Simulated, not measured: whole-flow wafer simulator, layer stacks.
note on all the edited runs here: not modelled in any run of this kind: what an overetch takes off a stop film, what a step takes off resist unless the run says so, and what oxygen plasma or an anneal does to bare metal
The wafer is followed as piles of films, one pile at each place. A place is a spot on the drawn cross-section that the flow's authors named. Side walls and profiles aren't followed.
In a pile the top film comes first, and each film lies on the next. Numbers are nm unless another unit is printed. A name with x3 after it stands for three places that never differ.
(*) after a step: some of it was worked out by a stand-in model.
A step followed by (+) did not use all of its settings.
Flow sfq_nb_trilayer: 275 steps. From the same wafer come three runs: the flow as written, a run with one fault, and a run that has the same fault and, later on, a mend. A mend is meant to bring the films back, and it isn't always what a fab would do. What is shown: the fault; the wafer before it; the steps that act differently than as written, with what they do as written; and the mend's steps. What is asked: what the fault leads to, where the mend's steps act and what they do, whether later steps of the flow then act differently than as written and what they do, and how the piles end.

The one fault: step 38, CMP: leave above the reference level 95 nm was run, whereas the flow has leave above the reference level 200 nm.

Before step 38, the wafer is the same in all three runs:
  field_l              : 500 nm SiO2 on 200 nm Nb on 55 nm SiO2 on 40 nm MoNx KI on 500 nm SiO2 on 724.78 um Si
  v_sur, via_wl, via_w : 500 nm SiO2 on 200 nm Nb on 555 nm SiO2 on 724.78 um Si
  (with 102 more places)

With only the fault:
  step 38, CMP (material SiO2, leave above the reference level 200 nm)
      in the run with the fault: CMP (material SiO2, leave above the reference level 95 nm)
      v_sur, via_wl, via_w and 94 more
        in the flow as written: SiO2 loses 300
        in the run with the fault: SiO2 loses 405
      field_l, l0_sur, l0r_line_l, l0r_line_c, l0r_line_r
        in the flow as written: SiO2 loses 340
        in the run with the fault: SiO2 loses 445
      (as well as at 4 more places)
  Steps later in the flow that act otherwise than as written (3 more steps, not shown, differ only slightly: by at most 2% or 0.5 nm, whichever is larger):
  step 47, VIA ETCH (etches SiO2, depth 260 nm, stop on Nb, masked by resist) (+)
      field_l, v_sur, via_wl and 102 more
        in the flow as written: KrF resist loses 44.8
        in the run with the fault: KrF resist loses 24.5
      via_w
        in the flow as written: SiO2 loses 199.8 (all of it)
        in the run with the fault: SiO2 loses 94.8 (all of it)
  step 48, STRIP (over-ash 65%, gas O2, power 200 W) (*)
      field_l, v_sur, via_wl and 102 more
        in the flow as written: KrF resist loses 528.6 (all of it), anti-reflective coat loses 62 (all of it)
        in the run with the fault: KrF resist loses 548.9 (all of it), anti-reflective coat loses 62 (all of it)
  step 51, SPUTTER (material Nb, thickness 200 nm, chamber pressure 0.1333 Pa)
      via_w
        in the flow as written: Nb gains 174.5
        in the run with the fault: Nb gains 195.3
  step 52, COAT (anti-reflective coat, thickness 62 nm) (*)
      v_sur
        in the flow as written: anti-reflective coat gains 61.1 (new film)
        in the run with the fault: anti-reflective coat gains 57.7 (new film)
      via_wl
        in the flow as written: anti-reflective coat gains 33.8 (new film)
        in the run with the fault: anti-reflective coat gains 37.5 (new film)
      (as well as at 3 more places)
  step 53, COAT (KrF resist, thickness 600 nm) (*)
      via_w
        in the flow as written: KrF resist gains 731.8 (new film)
        in the run with the fault: KrF resist gains 645.5 (new film)
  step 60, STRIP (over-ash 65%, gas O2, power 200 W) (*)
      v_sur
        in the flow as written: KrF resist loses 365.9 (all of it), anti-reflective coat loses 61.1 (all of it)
        in the run with the fault: KrF resist loses 377.7 (all of it), anti-reflective coat loses 57.7 (all of it)
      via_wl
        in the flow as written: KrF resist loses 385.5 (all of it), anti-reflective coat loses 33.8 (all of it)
        in the run with the fault: KrF resist loses 394.5 (all of it), anti-reflective coat loses 37.5 (all of it)
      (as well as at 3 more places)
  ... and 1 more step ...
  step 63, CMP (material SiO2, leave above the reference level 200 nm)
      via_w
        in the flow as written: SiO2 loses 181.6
        in the run with the fault: SiO2 loses 201.4
  The piles end different from the flow's at field_l, v_sur, via_wl and 103 more by more than 2% or 0.5 nm, whichever is larger.
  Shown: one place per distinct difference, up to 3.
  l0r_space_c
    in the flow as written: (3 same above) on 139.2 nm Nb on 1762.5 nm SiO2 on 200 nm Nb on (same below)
    in the run with the fault: (3 same above) on 139.2 nm Nb on 1657.5 nm SiO2 on 200 nm Nb on (same below)
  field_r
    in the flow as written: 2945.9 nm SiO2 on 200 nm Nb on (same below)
    in the run with the fault: 2840.9 nm SiO2 on 200 nm Nb on (same below)
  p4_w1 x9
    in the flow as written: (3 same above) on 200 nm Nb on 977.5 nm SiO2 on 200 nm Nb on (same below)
    in the run with the fault: (3 same above) on 200 nm Nb on 872.5 nm SiO2 on 200 nm Nb on (same below)

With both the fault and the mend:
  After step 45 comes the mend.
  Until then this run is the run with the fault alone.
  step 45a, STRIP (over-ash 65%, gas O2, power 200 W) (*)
      field_l, v_sur, via_wl and 102 more
        KrF resist loses 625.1 (all of it), anti-reflective coat loses 62 (all of it)
      via_w
        anti-reflective coat loses 62 (all of it)
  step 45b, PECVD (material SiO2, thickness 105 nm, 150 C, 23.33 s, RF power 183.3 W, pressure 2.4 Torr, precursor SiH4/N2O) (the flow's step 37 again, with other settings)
      field_l, v_sur, via_wl and 103 more
        SiO2 gains 105
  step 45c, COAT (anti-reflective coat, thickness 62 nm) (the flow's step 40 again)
      field_l, v_sur, via_wl and 103 more
        anti-reflective coat gains 62 (new film)
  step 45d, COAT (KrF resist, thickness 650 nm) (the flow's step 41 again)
      field_l, v_sur, via_wl and 103 more
        KrF resist gains 650 (new film)
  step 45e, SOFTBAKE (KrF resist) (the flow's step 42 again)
      leaves every film unchanged at each place that is followed
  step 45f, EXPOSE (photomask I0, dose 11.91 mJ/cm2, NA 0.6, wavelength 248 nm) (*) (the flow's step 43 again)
      leaves every film unchanged at each place that is followed
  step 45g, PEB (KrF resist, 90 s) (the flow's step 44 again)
      field_l, v_sur, via_wl and 103 more
        KrF resist loses 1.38
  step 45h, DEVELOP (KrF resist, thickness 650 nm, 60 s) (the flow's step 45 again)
      field_l, v_sur, via_wl and 102 more
        KrF resist loses 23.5
      via_w
        KrF resist loses 648.6 (all of it)
  Every later step of the flow that is run acts as written, at every place that is followed, to within 2% or 0.5 nm, whichever is larger.
  When the end is reached, the piles differ only a little from the flow's at the places that both follow, at most by 2% or 0.5 nm, whichever is larger.
